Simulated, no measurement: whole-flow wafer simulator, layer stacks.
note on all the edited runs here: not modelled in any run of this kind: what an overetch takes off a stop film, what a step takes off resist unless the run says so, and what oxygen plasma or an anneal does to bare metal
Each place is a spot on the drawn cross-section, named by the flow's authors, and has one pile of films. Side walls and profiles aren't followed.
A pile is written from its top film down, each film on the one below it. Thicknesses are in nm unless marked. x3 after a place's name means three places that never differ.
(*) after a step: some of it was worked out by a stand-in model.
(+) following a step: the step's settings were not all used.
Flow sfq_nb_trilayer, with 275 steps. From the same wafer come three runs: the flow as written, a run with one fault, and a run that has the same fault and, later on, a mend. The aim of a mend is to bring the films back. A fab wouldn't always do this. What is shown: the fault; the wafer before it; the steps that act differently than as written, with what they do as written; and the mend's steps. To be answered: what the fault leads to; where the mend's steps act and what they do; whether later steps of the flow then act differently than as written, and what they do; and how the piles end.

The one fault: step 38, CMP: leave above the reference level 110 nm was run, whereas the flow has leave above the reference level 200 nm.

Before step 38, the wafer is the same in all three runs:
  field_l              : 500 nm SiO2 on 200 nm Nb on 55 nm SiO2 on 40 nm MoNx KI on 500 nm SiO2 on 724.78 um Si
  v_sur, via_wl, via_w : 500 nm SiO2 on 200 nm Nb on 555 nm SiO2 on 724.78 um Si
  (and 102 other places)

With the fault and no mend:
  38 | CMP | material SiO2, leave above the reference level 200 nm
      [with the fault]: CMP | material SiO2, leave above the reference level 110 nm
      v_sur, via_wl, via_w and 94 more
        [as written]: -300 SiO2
        [with the fault]: -390 SiO2
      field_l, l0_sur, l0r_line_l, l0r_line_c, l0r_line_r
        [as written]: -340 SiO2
        [with the fault]: -430 SiO2
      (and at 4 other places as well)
  Later steps of the flow acting differently than as written (4 more steps, not shown, differ only slightly: by at most 2% or 0.5 nm, whichever is larger):
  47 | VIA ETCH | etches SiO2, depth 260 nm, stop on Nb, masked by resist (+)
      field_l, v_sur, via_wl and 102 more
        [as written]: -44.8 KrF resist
        [with the fault]: -28.4 KrF resist
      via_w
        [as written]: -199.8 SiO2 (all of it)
        [with the fault]: -109.8 SiO2 (all of it)
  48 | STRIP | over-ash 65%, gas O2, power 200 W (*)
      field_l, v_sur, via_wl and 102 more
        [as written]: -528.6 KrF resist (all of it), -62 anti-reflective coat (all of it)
        [with the fault]: -545 KrF resist (all of it), -62 anti-reflective coat (all of it)
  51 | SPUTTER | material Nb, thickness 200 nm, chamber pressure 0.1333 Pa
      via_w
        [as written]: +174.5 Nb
        [with the fault]: +192.5 Nb
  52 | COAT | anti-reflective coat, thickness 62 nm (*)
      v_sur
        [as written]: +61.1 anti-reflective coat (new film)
        [with the fault]: +56.9 anti-reflective coat (new film)
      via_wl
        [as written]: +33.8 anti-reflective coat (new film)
        [with the fault]: +33.1 anti-reflective coat (new film)
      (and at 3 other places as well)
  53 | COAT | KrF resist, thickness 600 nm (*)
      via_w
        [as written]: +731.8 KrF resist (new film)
        [with the fault]: +653.8 KrF resist (new film)
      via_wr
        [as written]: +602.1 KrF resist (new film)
        [with the fault]: +614.4 KrF resist (new film)
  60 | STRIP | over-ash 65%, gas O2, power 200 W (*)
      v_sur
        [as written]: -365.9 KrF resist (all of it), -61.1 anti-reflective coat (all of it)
        [with the fault]: -376.8 KrF resist (all of it), -56.9 anti-reflective coat (all of it)
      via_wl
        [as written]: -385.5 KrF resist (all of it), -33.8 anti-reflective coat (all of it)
        [with the fault]: -396.7 KrF resist (all of it), -33.1 anti-reflective coat (all of it)
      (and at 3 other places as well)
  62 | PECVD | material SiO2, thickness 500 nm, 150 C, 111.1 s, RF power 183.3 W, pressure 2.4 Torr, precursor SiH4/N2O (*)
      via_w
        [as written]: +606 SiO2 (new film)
        [with the fault]: +500 SiO2 (new film)
  The piles end different from the flow's at field_l, v_sur, via_wl and 103 more by more than 2% or 0.5 nm, whichever is larger.
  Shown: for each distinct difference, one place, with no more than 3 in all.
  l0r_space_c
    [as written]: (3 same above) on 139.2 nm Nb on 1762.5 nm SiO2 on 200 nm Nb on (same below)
    [with the fault]: (3 same above) on 139.2 nm Nb on 1672.5 nm SiO2 on 200 nm Nb on (same below)
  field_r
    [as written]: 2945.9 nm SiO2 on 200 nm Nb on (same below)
    [with the fault]: 2855.9 nm SiO2 on 200 nm Nb on (same below)
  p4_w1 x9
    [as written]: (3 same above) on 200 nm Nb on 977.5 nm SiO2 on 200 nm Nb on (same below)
    [with the fault]: (3 same above) on 200 nm Nb on 887.5 nm SiO2 on 200 nm Nb on (same below)

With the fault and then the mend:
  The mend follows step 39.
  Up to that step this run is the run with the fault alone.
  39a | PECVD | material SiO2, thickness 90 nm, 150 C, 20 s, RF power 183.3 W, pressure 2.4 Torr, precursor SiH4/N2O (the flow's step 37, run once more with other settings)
      field_l, v_sur, via_wl and 103 more
        +90 SiO2
  Every later step of the flow that is run acts as written, at every place that is followed, to within 2% or 0.5 nm, whichever is larger.
  At the end the piles are close to the flow's at the places that both follow, differing by at most 2% or 0.5 nm, whichever is larger.
